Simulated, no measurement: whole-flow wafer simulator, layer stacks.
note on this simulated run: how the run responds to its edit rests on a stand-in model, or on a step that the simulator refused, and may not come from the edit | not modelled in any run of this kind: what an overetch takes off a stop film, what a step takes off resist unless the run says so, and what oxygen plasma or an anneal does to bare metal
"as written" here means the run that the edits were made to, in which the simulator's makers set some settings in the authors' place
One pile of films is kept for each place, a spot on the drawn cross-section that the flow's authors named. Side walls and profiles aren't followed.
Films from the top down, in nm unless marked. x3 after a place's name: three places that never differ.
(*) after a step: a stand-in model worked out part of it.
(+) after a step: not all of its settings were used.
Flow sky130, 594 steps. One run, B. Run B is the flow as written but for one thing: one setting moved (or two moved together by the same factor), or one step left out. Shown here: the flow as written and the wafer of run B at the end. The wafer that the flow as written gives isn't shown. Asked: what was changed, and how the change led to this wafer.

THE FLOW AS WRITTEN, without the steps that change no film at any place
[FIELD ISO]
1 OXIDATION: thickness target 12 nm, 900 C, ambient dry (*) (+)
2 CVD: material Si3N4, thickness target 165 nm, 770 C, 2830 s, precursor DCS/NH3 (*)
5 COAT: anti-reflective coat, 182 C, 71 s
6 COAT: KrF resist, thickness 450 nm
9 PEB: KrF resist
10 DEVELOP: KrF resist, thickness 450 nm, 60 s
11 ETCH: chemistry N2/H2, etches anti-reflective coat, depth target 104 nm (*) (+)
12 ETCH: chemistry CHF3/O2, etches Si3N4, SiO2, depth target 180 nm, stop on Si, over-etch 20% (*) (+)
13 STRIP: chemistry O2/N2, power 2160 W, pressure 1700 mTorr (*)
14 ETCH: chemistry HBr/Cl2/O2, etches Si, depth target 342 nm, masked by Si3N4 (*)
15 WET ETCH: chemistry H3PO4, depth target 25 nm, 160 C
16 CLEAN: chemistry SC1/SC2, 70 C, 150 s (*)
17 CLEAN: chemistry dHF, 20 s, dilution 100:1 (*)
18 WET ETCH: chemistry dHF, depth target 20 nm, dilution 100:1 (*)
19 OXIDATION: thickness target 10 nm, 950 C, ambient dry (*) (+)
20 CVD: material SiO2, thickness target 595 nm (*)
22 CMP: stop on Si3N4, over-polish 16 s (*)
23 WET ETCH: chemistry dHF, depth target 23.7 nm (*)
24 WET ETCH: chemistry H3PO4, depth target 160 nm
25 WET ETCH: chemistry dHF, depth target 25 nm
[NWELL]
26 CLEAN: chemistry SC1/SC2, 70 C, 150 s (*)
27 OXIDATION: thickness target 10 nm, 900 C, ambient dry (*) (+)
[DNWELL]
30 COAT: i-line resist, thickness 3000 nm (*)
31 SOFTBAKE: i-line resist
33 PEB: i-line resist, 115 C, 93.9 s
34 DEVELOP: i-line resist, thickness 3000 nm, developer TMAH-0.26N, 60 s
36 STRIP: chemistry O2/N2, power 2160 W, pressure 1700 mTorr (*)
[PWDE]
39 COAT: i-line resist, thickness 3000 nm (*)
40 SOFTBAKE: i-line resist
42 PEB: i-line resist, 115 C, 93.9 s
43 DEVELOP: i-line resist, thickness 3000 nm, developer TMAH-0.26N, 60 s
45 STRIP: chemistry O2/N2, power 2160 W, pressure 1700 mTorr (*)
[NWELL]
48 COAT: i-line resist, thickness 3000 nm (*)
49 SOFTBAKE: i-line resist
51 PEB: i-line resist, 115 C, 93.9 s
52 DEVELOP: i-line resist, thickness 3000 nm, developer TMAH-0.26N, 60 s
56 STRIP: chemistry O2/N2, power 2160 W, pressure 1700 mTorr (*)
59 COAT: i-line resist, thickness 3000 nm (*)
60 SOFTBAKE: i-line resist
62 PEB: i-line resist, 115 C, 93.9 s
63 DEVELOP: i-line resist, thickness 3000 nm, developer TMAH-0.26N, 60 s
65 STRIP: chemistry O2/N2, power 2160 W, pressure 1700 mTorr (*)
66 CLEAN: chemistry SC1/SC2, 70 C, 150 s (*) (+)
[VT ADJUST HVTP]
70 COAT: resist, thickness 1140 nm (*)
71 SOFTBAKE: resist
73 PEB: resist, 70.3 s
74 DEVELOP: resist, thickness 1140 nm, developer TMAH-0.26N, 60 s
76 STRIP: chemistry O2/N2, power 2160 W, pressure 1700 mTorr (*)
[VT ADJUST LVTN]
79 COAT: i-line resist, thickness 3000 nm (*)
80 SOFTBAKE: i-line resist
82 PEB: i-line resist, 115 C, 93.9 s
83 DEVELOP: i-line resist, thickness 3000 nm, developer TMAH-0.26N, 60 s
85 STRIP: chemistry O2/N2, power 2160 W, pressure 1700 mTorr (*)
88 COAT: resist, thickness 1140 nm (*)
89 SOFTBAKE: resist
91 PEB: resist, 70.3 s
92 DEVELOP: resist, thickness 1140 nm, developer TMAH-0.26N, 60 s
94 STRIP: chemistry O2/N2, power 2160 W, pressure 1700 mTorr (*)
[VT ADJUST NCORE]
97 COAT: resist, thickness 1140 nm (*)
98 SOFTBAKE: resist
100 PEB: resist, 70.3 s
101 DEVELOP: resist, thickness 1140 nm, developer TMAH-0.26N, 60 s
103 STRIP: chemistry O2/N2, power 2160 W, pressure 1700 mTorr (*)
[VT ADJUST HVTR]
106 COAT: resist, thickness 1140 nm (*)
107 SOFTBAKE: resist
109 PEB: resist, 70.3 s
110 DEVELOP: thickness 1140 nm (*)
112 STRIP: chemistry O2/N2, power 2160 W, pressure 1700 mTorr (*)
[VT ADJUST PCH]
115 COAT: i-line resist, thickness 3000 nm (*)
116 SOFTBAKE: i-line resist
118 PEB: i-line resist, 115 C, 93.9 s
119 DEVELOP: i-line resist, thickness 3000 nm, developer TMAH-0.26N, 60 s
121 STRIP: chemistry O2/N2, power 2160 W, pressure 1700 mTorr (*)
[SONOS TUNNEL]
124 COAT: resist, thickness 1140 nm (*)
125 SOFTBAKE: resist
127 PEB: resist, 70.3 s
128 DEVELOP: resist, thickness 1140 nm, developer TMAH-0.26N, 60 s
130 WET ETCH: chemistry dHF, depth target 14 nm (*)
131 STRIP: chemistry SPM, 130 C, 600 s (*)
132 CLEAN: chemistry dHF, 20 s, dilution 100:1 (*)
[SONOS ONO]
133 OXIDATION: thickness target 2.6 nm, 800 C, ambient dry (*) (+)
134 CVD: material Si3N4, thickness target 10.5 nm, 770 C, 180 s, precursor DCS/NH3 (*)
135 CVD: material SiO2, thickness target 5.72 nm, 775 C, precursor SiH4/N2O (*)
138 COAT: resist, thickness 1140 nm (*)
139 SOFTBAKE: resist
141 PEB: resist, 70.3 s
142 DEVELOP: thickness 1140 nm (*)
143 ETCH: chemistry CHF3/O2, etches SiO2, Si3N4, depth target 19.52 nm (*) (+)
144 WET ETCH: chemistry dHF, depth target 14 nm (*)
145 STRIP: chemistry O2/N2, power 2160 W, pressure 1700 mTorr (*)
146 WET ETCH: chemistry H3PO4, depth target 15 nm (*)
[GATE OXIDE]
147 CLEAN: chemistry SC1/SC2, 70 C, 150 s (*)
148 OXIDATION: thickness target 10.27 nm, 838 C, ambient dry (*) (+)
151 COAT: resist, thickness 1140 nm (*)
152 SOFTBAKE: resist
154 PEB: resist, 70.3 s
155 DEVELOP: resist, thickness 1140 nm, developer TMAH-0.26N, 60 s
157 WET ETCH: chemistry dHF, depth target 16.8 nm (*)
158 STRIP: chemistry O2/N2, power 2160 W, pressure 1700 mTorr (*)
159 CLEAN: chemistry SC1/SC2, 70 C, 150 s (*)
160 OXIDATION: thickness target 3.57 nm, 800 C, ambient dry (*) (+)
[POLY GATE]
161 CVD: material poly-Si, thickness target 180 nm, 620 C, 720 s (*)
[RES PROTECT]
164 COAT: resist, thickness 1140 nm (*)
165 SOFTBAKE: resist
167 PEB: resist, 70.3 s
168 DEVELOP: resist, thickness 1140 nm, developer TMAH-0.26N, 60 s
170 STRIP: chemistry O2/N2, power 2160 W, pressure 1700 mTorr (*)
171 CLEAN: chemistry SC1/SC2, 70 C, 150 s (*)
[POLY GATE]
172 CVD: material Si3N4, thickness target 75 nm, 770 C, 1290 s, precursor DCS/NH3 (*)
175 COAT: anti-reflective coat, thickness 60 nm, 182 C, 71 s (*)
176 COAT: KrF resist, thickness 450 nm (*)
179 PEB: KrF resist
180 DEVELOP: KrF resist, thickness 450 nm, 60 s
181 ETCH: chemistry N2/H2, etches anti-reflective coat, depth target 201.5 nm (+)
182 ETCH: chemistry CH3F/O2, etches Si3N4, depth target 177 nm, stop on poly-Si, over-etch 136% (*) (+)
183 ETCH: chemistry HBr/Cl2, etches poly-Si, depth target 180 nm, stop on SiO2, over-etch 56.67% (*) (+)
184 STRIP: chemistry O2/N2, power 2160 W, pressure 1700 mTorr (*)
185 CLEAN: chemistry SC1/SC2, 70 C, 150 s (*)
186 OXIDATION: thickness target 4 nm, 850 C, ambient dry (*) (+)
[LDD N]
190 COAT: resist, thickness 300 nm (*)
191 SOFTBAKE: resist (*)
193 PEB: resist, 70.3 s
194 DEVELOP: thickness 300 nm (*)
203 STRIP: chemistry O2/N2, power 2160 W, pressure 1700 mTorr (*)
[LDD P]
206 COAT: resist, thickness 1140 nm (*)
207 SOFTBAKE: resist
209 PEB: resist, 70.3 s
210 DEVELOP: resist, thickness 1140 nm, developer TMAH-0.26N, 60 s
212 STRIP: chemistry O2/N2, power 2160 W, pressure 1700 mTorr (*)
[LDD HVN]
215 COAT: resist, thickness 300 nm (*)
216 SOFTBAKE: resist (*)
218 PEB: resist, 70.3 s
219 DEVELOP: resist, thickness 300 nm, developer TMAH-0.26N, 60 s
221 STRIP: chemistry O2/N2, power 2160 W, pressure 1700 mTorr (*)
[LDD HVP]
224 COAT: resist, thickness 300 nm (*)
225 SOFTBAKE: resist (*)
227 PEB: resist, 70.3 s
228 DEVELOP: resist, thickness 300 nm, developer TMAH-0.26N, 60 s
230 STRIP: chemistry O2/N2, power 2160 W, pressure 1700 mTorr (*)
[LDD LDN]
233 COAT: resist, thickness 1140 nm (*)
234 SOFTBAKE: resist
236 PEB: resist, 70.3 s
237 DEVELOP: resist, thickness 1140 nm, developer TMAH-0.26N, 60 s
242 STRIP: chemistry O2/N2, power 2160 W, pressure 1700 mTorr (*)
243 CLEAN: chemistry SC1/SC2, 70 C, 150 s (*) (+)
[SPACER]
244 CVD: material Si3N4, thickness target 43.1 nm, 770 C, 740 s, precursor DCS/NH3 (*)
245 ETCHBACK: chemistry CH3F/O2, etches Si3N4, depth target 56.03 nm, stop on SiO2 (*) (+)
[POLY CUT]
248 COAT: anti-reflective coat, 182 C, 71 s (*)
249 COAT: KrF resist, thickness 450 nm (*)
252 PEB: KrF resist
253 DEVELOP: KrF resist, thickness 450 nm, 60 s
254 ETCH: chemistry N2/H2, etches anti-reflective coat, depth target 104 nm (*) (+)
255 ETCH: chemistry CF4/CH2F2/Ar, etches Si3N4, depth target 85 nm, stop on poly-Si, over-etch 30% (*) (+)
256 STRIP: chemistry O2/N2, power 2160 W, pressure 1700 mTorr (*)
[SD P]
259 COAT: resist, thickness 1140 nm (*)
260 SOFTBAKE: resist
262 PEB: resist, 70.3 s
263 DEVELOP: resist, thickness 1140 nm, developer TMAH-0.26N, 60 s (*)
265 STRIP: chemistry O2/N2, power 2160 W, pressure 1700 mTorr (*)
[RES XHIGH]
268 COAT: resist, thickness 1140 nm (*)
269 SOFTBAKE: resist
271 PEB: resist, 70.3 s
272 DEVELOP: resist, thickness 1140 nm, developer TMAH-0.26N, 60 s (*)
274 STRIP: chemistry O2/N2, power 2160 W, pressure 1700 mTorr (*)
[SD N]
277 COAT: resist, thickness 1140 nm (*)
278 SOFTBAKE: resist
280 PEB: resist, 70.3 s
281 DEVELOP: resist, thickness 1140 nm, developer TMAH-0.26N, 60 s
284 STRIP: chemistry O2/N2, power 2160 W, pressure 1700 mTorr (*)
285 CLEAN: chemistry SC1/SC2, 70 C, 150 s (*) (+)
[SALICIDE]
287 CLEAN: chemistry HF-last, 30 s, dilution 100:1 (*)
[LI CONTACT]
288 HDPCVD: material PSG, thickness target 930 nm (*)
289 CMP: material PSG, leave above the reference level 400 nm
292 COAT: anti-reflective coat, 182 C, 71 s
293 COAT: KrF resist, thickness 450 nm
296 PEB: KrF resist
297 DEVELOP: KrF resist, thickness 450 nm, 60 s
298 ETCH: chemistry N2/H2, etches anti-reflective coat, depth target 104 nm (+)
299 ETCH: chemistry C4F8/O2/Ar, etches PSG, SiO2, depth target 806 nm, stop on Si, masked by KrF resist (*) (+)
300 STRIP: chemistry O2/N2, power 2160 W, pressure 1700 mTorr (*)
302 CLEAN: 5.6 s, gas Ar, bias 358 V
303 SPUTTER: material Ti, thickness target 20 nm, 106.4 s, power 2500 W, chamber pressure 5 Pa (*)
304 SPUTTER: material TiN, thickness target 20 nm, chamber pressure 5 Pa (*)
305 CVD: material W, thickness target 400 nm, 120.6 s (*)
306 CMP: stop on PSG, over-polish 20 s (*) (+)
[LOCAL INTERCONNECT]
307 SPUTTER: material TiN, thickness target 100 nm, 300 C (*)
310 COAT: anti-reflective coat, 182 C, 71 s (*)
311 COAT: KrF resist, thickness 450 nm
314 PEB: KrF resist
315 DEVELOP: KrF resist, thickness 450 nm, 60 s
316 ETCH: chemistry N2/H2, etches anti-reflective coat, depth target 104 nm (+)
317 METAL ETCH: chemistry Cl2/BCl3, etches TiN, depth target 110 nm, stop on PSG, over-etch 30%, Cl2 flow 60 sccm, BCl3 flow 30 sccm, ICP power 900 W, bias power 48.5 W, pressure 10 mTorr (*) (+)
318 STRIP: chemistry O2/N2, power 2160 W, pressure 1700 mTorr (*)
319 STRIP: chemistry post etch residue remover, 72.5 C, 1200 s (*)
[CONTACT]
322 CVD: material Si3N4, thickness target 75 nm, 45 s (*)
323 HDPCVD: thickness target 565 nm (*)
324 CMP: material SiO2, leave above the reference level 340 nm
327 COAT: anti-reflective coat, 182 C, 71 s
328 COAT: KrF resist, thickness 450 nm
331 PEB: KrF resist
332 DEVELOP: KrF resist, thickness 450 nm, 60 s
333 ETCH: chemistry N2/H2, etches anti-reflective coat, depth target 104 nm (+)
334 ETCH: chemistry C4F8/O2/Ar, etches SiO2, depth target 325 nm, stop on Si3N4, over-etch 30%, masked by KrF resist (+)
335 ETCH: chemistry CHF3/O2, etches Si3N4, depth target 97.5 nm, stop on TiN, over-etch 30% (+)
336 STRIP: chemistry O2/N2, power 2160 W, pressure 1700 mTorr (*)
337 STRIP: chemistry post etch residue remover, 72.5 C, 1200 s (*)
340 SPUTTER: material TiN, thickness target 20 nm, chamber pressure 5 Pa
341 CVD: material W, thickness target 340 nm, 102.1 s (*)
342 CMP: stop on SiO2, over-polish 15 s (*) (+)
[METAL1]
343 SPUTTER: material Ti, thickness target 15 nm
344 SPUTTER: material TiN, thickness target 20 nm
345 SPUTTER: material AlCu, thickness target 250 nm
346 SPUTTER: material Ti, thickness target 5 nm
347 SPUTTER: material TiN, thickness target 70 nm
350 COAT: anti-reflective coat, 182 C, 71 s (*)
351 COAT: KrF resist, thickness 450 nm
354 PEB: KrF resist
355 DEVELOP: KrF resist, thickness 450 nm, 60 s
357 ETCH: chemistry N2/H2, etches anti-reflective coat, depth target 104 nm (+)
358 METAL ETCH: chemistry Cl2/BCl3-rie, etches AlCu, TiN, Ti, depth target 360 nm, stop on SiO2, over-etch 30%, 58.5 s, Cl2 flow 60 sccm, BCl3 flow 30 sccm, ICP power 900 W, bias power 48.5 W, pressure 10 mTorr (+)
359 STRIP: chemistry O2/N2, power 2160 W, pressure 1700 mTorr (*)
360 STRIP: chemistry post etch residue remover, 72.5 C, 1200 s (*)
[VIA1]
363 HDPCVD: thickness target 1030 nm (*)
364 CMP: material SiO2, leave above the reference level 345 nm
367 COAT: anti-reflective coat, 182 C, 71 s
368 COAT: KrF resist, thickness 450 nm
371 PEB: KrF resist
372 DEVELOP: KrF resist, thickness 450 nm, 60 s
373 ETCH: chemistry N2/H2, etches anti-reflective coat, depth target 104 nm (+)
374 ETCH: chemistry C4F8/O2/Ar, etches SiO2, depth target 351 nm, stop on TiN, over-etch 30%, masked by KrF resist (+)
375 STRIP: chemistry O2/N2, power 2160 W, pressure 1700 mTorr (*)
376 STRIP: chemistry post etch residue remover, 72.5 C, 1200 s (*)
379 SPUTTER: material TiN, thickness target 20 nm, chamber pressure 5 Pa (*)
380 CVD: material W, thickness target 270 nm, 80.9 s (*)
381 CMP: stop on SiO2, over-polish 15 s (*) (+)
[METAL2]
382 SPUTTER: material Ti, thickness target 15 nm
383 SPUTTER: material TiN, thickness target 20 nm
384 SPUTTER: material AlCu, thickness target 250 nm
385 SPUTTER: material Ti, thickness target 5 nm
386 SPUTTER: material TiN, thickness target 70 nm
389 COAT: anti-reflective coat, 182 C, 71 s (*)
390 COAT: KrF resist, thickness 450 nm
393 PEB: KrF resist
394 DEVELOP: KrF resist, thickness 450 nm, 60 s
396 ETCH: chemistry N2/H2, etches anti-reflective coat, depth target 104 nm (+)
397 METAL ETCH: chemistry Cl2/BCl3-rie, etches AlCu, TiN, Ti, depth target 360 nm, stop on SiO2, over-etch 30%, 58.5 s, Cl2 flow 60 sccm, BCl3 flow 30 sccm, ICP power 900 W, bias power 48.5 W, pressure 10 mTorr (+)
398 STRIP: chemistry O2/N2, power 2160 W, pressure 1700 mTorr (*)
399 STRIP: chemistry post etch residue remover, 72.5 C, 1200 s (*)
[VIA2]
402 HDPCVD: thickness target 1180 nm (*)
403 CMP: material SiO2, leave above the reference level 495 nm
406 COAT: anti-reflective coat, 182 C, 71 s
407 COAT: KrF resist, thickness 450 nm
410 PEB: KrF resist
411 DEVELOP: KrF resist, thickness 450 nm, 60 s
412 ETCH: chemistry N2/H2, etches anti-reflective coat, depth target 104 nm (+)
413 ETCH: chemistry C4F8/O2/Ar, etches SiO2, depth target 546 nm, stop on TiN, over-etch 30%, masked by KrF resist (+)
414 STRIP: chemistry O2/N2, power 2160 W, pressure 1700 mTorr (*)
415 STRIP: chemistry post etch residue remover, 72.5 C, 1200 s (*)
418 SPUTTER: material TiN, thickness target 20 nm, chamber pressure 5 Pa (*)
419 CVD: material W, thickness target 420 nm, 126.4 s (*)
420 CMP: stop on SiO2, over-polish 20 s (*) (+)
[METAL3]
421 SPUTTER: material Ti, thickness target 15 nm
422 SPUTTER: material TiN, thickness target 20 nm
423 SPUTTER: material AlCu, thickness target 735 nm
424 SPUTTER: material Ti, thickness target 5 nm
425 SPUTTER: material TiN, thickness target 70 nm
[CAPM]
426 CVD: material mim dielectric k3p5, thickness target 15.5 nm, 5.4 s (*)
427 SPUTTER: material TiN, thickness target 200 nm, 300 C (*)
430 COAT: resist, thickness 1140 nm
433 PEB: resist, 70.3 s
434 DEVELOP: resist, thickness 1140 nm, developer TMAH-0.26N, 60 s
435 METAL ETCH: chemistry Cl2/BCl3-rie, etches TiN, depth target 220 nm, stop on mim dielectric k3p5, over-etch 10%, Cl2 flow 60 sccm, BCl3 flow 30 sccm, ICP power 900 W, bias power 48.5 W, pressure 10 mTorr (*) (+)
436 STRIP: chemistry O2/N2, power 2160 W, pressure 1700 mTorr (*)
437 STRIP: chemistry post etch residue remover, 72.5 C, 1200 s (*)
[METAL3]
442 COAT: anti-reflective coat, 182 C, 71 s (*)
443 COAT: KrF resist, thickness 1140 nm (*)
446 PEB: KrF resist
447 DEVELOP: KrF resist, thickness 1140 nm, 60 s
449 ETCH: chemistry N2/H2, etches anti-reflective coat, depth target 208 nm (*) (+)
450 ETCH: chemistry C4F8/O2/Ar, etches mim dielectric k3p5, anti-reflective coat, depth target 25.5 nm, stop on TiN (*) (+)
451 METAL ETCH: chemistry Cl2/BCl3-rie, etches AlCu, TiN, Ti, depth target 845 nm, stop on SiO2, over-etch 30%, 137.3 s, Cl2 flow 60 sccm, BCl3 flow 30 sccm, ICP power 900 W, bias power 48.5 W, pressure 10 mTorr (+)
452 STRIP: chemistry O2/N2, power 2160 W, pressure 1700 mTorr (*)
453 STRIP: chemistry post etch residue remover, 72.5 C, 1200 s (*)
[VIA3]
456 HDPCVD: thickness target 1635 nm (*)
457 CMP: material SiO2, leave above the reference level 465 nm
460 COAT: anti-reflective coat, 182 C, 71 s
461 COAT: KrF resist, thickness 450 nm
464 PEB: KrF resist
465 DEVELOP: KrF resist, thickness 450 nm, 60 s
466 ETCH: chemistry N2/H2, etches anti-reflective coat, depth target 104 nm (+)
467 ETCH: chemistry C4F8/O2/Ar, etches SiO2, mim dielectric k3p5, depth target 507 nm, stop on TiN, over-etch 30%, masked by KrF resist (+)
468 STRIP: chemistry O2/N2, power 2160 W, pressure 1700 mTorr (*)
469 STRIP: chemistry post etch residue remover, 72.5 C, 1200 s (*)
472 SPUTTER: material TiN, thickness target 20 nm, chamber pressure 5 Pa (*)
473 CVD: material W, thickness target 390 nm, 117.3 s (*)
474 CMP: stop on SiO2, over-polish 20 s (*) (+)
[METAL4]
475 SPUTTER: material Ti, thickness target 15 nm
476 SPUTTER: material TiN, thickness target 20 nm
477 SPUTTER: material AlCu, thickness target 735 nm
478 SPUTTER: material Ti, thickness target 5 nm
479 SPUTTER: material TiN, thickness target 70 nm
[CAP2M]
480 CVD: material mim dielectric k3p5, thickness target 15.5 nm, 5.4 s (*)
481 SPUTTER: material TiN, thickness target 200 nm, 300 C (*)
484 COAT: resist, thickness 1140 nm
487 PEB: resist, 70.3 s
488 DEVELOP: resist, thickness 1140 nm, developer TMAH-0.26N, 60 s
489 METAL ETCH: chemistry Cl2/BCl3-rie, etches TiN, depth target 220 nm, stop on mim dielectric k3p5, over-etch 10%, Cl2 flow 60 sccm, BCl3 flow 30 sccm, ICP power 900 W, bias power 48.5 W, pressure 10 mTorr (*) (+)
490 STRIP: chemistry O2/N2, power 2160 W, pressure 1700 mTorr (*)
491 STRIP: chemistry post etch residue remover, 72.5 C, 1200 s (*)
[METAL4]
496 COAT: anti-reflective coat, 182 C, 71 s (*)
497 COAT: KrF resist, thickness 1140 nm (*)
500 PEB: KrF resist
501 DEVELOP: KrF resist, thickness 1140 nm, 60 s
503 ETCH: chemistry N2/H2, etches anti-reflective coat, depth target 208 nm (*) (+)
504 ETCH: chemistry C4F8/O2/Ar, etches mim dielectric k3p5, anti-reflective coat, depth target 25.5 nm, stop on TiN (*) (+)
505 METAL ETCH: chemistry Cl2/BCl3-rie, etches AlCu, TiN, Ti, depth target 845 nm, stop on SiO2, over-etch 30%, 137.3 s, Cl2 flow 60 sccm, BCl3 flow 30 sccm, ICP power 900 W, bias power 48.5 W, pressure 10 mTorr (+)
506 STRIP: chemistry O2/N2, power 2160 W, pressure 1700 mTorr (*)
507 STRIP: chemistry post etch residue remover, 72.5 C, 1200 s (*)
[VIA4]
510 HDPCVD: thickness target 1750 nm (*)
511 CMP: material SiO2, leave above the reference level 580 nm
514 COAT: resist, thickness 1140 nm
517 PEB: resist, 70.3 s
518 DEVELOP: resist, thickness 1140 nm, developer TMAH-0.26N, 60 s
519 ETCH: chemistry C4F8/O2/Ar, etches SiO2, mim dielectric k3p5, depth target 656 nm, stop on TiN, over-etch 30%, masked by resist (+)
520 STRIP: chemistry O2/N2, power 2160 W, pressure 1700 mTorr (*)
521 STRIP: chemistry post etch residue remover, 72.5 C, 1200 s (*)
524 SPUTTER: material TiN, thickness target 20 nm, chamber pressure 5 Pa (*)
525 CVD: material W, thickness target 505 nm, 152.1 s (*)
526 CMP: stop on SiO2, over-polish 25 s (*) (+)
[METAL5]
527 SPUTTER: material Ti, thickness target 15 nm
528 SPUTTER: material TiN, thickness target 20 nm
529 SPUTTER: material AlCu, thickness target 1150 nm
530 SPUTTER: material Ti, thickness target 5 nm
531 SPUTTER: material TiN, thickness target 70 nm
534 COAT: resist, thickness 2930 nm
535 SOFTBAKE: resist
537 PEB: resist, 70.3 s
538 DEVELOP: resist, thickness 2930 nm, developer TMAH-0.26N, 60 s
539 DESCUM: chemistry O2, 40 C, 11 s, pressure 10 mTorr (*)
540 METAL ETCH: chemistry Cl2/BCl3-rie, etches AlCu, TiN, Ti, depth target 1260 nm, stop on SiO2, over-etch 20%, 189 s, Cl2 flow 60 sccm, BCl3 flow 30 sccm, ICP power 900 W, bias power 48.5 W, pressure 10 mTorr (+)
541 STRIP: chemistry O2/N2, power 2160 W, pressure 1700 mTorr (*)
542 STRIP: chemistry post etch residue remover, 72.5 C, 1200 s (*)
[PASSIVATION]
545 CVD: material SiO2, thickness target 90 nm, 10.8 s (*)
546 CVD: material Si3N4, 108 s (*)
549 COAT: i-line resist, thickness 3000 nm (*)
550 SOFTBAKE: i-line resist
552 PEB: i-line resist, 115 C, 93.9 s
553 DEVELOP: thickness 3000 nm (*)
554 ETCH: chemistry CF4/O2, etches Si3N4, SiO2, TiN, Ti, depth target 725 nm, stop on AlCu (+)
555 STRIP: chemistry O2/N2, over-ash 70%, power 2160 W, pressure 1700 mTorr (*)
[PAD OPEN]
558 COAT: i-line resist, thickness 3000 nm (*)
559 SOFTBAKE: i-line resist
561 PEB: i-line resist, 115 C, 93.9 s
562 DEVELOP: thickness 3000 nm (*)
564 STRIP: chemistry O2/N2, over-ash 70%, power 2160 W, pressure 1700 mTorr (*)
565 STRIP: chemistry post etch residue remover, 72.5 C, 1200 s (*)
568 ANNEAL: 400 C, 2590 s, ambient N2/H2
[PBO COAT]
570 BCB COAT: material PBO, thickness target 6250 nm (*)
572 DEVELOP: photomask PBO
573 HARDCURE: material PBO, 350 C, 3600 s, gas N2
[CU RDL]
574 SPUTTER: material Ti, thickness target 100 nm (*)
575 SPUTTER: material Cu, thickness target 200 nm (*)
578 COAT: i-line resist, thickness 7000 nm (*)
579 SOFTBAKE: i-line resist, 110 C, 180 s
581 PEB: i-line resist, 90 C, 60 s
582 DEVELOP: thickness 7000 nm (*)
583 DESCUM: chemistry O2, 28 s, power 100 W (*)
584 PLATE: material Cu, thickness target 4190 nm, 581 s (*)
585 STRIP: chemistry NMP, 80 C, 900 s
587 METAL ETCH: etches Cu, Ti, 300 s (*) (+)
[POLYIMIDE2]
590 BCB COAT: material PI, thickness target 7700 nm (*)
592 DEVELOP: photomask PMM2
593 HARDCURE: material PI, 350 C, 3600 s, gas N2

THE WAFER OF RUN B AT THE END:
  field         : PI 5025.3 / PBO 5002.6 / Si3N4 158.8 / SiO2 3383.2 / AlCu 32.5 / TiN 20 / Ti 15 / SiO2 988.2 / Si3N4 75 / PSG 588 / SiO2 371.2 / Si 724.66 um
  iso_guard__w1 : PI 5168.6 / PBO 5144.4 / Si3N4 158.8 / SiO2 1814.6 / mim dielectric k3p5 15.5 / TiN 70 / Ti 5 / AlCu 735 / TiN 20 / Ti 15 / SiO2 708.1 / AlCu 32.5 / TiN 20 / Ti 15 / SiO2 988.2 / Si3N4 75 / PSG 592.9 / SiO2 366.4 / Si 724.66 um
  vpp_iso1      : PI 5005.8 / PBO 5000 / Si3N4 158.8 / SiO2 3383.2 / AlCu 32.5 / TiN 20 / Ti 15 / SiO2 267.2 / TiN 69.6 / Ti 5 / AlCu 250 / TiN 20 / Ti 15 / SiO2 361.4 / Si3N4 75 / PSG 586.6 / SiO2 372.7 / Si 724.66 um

The cause: step 397, METAL ETCH: depth target 219.6 nm was run, where the flow has depth target 360 nm; step 397, METAL ETCH: 35.7 s was run, where the flow has 58.5 s.

How the change led to this, step by step:
  397 METAL ETCH: chemistry Cl2/BCl3-rie, etches AlCu, TiN, Ti, depth target 360 nm, stop on SiO2, over-etch 30%, 58.5 s, Cl2 flow 60 sccm, BCl3 flow 30 sccm, ICP power 900 W, bias power 48.5 W, pressure 10 mTorr (+)
      field, active, gate and 82 more: TiN -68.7 (all of it), Ti -5 (all of it), AlCu -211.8 (as written it would be: TiN -68.7 (all of it), Ti -5 (all of it), AlCu -250 (all of it), TiN -20 (all of it), Ti -15 (all of it), SiO2 -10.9)
      n_well, p_well, gate_hv and 103 more: KrF resist -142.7 (as written it would be: KrF resist -234)
  398 STRIP: chemistry O2/N2, power 2160 W, pressure 1700 mTorr (*)
      gate_hv, mim, dice_street and 96 more: KrF resist -235.1 (all of it), anti-reflective coat -80 (all of it) (as written it would be: KrF resist -143.8 (all of it), anti-reflective coat -80 (all of it))
      n_well, p_well, sd_n, sd_p, pad: KrF resist -235 (all of it), anti-reflective coat -80 (all of it) (as written it would be: KrF resist -143.8 (all of it), anti-reflective coat -80 (all of it))
      (and at 2 more places)
  399 STRIP: chemistry post etch residue remover, 72.5 C, 1200 s (*)
      field, active, gate and 82 more: AlCu -5.72 (as written it would be: nothing)
  402 HDPCVD: thickness target 1180 nm (*)
      field, active, gate and 82 more: SiO2 +1180 (new film) (as written it would be: SiO2 +1180)
  403 CMP: material SiO2, leave above the reference level 495 nm
      field, active, gate and 82 more: SiO2 -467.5 (as written it would be: SiO2 -389.1)
Counting metal films that touch as one body, field has 1 body; the flow as written gives 0 bodies.
Counting metal films that touch as one body, iso_guard__w1 has 2 bodies (between them, from the top down: SiO2 708.1); the flow as written gives 1 body.
Counting metal films that touch as one body, vpp_iso1 has 2 bodies (between them, from the top down: SiO2 267.2); the flow as written gives 1 body.
